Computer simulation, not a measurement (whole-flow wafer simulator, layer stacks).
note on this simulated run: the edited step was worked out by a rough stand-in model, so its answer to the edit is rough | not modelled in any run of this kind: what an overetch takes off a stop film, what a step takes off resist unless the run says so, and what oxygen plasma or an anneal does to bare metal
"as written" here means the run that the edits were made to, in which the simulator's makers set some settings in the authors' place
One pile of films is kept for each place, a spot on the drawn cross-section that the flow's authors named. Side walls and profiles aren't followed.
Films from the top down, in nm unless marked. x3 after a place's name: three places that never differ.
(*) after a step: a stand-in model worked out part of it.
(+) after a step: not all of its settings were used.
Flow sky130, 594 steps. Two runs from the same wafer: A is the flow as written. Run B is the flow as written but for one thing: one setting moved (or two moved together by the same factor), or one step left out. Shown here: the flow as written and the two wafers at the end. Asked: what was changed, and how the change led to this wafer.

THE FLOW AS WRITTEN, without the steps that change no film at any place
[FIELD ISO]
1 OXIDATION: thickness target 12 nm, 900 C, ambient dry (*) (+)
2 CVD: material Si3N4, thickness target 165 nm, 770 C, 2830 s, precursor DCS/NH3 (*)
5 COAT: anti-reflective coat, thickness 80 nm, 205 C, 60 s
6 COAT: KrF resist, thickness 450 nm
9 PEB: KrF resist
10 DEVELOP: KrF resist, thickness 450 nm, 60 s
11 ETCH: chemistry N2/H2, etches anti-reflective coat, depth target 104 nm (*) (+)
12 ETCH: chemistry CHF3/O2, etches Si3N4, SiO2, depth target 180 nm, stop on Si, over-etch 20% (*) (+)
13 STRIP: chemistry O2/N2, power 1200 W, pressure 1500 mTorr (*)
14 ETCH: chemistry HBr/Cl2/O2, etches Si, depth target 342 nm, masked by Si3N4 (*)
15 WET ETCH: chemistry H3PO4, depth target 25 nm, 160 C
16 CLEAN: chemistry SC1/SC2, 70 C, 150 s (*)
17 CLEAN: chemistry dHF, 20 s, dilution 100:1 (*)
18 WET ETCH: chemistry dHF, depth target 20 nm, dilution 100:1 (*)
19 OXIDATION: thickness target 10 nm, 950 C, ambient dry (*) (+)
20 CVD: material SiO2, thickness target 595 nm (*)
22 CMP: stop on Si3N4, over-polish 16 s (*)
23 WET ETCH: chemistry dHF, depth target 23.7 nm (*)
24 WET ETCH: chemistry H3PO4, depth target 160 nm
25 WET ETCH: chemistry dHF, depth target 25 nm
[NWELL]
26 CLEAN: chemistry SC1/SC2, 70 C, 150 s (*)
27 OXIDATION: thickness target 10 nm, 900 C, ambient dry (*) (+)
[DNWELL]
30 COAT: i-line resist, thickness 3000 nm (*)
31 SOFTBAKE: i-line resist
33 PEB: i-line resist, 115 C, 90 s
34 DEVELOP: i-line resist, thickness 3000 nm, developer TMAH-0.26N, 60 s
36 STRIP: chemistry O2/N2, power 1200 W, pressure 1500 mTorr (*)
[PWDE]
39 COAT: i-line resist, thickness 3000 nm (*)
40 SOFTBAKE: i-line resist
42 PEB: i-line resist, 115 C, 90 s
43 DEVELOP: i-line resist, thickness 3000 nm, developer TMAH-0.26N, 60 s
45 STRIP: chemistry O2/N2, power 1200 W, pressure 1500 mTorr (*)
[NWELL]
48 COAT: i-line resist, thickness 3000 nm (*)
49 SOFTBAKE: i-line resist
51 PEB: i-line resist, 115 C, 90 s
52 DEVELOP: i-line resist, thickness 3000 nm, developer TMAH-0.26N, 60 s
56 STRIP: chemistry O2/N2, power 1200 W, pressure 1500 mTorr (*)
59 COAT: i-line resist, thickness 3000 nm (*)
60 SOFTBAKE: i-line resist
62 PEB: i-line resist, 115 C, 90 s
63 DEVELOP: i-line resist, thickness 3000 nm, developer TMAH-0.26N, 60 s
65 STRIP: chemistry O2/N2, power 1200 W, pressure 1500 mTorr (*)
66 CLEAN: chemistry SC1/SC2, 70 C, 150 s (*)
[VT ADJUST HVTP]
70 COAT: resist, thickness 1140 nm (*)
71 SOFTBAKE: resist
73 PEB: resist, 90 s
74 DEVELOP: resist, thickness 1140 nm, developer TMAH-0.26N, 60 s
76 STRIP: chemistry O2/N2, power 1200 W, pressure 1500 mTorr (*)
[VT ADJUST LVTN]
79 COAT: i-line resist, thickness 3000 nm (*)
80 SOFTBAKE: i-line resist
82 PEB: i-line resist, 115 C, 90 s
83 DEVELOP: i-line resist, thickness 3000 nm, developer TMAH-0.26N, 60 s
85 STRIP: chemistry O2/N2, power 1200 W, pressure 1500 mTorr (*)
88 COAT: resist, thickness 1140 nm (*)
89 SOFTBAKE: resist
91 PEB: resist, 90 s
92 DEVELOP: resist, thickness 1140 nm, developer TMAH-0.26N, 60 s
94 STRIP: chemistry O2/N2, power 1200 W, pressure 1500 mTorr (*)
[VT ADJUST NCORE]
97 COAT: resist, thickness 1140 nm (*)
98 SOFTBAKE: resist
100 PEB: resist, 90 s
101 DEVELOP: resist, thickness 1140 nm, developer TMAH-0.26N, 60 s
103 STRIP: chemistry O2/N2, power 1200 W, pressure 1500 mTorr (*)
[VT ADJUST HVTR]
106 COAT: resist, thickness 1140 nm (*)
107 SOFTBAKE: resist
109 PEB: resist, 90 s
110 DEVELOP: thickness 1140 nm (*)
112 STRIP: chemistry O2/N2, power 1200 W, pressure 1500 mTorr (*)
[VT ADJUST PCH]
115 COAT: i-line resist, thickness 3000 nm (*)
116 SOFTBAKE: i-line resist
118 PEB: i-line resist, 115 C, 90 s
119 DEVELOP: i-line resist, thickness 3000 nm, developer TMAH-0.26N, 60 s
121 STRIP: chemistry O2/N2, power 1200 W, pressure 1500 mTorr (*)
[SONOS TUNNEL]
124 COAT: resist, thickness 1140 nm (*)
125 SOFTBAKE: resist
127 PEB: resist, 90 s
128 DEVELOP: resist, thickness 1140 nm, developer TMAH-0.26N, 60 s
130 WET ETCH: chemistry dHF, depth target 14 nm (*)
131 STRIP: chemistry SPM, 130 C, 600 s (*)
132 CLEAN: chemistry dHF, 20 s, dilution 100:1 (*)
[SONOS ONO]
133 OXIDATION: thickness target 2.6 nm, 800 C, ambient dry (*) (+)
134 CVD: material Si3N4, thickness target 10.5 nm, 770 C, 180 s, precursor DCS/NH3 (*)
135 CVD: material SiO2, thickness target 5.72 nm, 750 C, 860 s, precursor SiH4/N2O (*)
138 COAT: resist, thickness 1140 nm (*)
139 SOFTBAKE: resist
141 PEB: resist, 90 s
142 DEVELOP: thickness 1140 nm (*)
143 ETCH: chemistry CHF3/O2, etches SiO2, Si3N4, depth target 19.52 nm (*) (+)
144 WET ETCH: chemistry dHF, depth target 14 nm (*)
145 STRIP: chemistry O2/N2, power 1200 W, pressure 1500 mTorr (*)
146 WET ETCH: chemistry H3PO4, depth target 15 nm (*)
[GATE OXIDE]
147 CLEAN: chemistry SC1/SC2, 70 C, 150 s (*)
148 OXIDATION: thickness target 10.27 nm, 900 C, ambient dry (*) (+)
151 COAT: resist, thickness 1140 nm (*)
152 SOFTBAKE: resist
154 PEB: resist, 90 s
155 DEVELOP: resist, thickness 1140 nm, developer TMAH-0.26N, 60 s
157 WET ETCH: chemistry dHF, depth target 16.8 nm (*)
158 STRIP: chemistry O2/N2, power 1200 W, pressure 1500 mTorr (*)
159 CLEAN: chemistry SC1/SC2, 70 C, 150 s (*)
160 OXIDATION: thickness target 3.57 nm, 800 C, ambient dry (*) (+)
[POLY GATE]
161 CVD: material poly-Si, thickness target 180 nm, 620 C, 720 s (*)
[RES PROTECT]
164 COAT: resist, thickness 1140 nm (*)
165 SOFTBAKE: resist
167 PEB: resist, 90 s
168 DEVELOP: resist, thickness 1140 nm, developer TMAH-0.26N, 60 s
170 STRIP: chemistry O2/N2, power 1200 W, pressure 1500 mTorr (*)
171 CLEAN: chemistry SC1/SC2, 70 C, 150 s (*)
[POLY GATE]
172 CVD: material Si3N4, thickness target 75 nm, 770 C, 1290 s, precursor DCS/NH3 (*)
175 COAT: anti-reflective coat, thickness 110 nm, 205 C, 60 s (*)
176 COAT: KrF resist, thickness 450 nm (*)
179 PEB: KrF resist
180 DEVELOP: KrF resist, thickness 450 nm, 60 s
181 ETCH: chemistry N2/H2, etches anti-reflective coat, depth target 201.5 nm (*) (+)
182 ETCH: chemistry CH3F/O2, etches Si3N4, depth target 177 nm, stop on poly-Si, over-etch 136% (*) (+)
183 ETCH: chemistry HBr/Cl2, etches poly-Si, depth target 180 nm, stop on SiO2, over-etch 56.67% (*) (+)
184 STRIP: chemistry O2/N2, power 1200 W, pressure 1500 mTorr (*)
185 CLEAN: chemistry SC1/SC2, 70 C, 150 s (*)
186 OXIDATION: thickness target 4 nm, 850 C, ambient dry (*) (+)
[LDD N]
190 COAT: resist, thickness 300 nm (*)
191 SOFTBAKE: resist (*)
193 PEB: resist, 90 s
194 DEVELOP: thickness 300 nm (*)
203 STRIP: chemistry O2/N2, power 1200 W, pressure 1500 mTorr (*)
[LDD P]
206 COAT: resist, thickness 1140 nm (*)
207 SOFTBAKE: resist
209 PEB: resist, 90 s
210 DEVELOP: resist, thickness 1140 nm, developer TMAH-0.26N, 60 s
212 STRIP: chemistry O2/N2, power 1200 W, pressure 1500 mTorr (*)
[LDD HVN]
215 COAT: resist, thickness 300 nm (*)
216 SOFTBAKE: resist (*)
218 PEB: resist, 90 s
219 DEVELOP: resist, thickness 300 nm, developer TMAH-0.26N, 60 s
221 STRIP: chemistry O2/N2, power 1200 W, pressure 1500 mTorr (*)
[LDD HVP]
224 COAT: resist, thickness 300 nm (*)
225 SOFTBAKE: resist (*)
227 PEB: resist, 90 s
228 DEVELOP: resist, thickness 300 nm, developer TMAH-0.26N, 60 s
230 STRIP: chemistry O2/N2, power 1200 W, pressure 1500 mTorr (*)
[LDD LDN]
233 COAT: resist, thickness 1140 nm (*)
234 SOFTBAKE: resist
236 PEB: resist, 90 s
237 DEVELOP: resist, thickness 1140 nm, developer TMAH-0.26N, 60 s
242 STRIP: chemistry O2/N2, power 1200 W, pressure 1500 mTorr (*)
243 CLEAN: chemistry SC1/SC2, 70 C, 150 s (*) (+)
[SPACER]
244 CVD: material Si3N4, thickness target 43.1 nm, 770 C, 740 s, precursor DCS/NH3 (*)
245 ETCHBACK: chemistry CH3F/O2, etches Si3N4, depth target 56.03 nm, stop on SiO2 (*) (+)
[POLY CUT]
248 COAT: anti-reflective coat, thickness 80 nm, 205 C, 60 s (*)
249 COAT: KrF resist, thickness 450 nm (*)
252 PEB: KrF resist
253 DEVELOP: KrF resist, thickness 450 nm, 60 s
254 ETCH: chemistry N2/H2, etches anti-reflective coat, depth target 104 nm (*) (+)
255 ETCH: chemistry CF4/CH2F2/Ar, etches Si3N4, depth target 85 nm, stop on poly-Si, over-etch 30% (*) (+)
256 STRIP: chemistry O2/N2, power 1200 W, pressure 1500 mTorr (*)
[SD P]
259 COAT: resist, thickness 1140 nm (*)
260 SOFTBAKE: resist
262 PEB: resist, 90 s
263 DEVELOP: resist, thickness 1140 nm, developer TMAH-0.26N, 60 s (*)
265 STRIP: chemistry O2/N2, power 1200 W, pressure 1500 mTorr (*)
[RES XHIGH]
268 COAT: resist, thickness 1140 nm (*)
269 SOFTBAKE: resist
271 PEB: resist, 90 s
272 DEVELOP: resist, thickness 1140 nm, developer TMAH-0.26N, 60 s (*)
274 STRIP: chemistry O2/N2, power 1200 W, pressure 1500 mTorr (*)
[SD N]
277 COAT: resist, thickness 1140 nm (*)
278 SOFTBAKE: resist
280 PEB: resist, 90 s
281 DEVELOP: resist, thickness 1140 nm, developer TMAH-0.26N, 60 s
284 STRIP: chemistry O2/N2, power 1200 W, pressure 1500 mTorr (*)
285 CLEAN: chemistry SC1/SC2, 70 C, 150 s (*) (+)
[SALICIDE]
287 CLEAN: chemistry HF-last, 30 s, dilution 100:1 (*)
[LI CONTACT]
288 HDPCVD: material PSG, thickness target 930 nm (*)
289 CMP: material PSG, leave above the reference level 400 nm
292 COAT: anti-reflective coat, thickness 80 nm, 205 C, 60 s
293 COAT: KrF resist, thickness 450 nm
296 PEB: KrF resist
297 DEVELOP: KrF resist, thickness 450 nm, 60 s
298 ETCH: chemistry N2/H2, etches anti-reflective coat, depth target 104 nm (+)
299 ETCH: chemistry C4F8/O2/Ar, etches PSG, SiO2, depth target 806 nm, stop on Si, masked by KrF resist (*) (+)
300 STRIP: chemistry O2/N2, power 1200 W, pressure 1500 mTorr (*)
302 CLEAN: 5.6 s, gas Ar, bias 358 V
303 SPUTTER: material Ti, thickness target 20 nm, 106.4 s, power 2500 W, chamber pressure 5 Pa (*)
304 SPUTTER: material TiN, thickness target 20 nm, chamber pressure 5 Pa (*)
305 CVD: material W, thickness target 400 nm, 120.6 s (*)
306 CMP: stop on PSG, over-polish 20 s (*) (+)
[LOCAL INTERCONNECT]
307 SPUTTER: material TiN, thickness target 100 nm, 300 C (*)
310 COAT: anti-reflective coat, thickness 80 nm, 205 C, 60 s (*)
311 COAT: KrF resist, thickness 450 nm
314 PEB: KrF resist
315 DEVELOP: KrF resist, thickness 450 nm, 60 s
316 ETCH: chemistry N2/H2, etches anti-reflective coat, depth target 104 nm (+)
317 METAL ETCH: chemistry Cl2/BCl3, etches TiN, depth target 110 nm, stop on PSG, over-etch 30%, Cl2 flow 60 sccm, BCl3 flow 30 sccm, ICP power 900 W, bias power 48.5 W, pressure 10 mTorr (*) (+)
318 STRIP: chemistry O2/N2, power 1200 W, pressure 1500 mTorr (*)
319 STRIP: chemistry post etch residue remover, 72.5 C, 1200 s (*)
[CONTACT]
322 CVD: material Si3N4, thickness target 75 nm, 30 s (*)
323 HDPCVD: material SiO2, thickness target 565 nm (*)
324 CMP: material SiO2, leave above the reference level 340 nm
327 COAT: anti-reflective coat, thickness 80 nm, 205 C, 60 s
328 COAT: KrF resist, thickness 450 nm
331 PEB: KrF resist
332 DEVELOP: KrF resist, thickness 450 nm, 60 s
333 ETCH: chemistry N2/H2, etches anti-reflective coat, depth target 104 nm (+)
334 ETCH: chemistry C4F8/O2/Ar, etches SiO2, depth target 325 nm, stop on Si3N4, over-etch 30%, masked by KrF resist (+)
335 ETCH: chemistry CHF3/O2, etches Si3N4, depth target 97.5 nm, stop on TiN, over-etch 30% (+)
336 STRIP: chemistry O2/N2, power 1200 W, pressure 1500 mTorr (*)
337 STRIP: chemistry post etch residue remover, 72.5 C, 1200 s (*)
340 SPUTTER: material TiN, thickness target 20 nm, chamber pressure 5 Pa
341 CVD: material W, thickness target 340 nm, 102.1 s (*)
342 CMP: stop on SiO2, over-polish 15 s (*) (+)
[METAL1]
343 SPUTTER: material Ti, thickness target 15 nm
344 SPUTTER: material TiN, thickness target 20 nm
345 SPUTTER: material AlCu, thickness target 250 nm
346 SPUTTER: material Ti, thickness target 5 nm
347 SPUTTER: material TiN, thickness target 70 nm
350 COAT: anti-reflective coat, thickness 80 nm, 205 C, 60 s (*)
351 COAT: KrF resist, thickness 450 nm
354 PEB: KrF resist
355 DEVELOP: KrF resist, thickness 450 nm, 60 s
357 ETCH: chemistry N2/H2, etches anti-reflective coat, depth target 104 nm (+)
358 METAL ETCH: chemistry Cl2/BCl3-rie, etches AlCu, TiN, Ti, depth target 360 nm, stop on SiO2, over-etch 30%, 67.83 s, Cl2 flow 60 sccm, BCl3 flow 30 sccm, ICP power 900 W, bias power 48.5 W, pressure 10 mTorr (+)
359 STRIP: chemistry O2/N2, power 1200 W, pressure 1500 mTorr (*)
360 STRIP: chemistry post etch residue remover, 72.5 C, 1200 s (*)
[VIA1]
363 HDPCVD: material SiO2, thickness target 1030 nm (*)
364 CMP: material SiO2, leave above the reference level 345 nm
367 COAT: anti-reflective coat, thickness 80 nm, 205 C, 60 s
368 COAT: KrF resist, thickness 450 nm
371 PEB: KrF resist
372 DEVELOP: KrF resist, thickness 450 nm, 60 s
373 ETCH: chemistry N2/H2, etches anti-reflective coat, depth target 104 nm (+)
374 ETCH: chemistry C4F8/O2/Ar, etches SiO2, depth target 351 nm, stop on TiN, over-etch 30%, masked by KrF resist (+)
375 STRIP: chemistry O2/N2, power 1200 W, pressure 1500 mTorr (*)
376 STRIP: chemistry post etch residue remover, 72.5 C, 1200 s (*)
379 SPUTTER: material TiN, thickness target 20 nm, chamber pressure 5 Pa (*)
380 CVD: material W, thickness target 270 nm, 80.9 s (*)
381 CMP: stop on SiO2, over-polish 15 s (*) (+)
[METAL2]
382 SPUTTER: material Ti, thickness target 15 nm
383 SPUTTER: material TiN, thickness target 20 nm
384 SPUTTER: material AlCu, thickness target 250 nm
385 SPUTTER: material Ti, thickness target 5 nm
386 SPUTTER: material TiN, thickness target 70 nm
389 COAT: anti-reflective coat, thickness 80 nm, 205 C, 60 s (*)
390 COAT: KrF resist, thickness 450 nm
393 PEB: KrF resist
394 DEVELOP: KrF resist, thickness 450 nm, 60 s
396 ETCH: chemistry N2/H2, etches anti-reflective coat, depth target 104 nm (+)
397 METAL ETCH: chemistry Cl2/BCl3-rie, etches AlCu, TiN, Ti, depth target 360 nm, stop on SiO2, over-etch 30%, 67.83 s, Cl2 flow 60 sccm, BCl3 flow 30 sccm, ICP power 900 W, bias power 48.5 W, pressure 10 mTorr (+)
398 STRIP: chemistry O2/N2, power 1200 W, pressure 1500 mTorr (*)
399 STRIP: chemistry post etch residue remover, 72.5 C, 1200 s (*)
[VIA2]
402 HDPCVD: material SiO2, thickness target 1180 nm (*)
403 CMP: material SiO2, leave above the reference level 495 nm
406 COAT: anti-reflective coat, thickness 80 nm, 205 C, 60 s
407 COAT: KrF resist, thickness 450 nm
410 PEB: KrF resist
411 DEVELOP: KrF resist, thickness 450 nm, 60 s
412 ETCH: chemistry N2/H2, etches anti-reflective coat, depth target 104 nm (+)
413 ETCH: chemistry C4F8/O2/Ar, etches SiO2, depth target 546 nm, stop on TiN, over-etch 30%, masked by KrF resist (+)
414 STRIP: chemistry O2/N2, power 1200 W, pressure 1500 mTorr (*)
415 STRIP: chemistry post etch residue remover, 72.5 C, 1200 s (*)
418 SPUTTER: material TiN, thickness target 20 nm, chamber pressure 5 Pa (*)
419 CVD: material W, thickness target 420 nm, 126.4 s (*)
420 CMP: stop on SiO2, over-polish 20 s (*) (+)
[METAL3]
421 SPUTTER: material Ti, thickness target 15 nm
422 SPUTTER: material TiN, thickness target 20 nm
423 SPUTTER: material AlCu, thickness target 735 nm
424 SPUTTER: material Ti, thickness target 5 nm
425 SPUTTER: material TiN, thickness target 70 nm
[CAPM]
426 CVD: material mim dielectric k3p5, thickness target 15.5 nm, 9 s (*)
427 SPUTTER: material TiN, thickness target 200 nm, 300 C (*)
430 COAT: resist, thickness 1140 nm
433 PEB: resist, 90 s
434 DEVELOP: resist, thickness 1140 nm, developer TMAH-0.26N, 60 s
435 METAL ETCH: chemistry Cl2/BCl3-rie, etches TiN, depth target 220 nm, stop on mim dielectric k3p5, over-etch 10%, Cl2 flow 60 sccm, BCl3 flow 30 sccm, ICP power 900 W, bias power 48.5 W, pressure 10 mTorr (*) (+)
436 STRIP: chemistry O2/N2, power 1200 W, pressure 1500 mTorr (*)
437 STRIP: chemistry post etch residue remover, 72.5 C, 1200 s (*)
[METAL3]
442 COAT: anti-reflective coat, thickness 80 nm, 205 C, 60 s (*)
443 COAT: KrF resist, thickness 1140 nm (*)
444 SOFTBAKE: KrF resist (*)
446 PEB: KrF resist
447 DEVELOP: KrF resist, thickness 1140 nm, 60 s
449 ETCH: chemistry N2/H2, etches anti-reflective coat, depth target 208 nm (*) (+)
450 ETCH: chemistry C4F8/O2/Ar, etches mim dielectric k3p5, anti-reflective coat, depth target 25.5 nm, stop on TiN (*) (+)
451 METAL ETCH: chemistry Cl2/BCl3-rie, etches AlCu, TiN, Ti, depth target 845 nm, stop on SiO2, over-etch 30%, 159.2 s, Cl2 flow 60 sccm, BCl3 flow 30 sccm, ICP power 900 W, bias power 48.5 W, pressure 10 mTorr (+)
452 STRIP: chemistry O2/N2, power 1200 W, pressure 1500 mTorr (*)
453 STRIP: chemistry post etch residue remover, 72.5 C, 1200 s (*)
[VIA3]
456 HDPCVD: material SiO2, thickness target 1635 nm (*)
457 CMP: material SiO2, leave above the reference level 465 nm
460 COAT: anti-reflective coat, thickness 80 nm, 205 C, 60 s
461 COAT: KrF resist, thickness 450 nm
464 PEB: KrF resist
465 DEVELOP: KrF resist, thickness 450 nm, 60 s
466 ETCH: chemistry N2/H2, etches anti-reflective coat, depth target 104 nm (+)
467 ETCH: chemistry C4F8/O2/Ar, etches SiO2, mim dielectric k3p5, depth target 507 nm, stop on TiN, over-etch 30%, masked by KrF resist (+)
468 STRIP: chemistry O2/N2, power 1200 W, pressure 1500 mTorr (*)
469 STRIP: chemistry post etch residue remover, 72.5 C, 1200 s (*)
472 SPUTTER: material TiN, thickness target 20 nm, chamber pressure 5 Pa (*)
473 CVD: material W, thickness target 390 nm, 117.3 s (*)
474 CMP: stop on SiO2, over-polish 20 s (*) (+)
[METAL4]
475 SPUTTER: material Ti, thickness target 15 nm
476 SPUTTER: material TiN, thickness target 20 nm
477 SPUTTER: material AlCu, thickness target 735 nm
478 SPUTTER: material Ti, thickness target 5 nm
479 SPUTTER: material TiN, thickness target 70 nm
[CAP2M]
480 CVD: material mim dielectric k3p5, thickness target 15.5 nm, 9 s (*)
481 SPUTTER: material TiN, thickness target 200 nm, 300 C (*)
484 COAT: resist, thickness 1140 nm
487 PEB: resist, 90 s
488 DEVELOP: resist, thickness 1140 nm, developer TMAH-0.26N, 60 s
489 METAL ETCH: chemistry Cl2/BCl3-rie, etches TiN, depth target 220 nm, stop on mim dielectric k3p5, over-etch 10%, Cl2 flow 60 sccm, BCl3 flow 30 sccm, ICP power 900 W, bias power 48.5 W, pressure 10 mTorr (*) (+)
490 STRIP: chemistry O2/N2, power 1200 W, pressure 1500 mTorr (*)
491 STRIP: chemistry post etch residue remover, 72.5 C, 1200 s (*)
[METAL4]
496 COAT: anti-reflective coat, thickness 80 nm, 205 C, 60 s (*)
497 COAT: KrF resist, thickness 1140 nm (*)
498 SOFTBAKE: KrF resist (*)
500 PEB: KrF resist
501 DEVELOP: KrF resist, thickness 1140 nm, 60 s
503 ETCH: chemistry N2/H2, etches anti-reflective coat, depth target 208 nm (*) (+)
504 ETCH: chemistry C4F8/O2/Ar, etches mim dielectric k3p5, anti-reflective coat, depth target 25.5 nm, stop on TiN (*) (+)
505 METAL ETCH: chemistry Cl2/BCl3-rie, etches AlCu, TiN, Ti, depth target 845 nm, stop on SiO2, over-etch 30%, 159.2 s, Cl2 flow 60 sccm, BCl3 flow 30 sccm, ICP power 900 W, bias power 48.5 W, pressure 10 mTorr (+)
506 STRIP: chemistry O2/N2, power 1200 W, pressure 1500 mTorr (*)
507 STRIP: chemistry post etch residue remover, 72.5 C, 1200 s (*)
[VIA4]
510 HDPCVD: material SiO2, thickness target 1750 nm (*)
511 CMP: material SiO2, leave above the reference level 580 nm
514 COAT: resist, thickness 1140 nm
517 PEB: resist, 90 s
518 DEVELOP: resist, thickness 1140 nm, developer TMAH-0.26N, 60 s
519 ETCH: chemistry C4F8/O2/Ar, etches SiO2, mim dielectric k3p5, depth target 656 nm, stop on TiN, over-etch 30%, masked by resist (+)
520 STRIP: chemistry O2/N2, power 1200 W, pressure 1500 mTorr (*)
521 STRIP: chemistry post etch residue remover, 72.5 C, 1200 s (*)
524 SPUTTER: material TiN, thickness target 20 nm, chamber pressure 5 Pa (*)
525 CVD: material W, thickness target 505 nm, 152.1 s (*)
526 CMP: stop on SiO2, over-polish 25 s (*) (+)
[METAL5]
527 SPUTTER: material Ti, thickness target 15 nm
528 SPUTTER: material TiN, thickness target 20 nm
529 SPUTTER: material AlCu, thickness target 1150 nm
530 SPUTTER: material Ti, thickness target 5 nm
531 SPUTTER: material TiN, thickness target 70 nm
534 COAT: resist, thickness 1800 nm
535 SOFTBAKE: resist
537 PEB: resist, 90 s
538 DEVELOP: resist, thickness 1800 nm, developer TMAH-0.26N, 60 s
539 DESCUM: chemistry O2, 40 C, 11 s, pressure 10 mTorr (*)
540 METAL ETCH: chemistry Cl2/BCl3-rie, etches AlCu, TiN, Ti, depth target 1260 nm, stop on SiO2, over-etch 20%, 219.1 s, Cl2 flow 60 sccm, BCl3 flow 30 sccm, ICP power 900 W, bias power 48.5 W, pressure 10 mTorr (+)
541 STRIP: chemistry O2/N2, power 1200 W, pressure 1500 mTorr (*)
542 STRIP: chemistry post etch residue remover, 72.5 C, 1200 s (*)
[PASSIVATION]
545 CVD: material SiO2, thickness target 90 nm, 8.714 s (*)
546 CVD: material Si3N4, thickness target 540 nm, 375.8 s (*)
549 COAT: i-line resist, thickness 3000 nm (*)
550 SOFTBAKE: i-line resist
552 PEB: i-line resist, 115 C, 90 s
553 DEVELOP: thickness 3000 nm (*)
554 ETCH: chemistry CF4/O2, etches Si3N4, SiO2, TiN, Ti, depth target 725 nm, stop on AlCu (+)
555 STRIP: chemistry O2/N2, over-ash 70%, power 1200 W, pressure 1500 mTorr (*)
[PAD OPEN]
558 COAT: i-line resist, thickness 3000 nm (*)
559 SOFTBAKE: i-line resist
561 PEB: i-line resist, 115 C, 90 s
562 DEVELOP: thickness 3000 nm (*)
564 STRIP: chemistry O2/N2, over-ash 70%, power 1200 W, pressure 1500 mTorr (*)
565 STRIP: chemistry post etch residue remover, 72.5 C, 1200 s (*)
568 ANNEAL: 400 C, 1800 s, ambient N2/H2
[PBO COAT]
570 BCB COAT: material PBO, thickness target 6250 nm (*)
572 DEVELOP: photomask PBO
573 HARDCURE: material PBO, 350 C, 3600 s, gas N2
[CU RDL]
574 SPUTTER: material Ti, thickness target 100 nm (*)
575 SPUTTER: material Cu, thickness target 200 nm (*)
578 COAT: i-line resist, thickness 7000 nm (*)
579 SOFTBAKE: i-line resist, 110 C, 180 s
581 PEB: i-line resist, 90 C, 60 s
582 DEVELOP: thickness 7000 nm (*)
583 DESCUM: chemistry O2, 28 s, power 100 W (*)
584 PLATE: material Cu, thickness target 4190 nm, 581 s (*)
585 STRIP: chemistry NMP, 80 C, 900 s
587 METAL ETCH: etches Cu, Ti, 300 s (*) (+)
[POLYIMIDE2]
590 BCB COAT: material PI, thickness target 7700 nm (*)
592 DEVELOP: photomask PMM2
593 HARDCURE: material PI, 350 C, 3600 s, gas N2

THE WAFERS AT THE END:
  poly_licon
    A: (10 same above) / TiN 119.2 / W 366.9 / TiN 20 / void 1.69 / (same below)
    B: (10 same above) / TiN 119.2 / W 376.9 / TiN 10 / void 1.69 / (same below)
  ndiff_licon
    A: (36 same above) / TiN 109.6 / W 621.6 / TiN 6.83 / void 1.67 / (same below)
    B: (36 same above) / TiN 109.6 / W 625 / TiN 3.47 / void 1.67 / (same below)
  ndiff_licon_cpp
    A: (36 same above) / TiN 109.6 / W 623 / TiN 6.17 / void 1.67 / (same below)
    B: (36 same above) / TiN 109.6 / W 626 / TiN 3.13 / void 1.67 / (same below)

The cause: step 304, SPUTTER: thickness target 10 nm was run, where the flow has thickness target 20 nm.
It can be read off the wafer: poly_licon has TiN 10, and step 304 as written asks for 20 nm.

How the change led to this, step by step:
  304 SPUTTER: material TiN, thickness target 20 nm, chamber pressure 5 Pa (*)
      field, active, n_well and 185 more: A TiN +20 (new film) | B TiN +10 (new film)
      ndiff_licon: A TiN +6.83 (new film) | B TiN +3.47 (new film)
      (and at 2 more places)
  306 CMP: stop on PSG, over-polish 20 s (*) (+)
      field, active, n_well and 184 more: A W -400 (all of it), TiN -20 (all of it), Ti -20 (all of it), PSG -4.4 | B W -400 (all of it), TiN -10 (all of it), Ti -20 (all of it), PSG -4.4
      ndiff_licon, ndiff_licon_cpp, rpo_hd_licon: A W -444.9 | B W -434.9
      (and at 1 more place)
